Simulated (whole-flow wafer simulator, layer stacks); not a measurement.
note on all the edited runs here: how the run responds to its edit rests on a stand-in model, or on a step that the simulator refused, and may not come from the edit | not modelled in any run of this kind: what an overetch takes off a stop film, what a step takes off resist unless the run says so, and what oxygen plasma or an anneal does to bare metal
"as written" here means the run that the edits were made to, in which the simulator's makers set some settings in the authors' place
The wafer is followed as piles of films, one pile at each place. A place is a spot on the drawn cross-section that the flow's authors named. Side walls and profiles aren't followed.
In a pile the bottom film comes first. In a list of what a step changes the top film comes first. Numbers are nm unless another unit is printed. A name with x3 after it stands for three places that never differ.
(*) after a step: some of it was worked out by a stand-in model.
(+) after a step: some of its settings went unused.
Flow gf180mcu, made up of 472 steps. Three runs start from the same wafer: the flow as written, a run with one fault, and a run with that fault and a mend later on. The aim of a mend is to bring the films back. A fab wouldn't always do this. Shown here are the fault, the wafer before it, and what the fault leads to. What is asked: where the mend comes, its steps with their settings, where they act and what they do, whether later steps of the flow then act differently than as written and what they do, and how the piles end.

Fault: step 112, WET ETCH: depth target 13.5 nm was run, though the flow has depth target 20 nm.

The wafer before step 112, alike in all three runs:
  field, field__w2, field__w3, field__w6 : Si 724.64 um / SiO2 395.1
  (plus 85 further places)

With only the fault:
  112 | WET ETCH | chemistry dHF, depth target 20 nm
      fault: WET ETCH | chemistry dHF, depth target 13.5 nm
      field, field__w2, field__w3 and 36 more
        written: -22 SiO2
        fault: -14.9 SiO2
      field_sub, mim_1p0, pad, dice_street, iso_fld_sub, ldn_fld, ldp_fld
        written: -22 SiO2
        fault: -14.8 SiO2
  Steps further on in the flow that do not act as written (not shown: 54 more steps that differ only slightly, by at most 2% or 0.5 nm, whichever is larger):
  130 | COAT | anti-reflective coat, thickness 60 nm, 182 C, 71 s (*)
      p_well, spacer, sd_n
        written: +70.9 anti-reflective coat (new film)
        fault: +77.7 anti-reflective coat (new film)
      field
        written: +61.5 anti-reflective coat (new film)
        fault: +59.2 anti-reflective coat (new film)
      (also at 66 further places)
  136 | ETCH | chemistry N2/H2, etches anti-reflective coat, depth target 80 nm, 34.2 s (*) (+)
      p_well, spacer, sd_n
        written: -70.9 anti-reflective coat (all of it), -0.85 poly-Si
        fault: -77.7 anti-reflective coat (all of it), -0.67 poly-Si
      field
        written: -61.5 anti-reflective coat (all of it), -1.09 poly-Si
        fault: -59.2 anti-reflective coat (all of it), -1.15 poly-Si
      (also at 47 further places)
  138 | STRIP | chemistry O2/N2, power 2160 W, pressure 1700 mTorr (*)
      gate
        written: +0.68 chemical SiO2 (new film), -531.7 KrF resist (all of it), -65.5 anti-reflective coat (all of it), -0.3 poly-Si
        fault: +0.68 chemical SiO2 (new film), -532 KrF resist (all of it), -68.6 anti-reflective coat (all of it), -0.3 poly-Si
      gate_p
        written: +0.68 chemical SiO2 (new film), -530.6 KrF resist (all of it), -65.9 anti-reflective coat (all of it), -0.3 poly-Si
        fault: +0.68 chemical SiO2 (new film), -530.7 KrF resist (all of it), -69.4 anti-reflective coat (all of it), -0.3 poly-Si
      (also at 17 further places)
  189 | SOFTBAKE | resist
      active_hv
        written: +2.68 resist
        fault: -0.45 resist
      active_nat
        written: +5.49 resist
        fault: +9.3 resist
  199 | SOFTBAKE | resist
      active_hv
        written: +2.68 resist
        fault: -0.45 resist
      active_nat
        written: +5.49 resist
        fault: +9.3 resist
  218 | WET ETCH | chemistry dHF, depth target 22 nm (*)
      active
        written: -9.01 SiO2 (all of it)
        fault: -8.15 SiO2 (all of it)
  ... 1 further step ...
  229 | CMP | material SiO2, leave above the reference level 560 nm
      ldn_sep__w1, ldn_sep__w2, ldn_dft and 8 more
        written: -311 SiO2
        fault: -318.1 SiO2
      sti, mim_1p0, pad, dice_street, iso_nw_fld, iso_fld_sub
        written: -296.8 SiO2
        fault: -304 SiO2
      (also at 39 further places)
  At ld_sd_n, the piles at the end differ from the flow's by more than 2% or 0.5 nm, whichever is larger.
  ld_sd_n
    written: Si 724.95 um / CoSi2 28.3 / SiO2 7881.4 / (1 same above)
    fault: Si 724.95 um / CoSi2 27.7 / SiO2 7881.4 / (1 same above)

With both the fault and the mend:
  The mend stands after step 112.
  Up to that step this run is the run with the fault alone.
  112a | WET ETCH | chemistry dHF, depth target 6.5 nm (the flow's step 112 again, with other settings)
      field, field__w2, field__w3 and 43 more
        -6.5 SiO2
  Steps further on in the flow that do not act as written (not shown: 56 more steps that differ only slightly, by at most 2% or 0.5 nm, whichever is larger):
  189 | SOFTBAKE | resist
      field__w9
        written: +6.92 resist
        mend: -3.07 resist
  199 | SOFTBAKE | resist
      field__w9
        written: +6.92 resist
        mend: -3.07 resist
  The piles end only slightly different from the flow's at the places that both follow, by no more than 2% or 0.5 nm, whichever is larger.
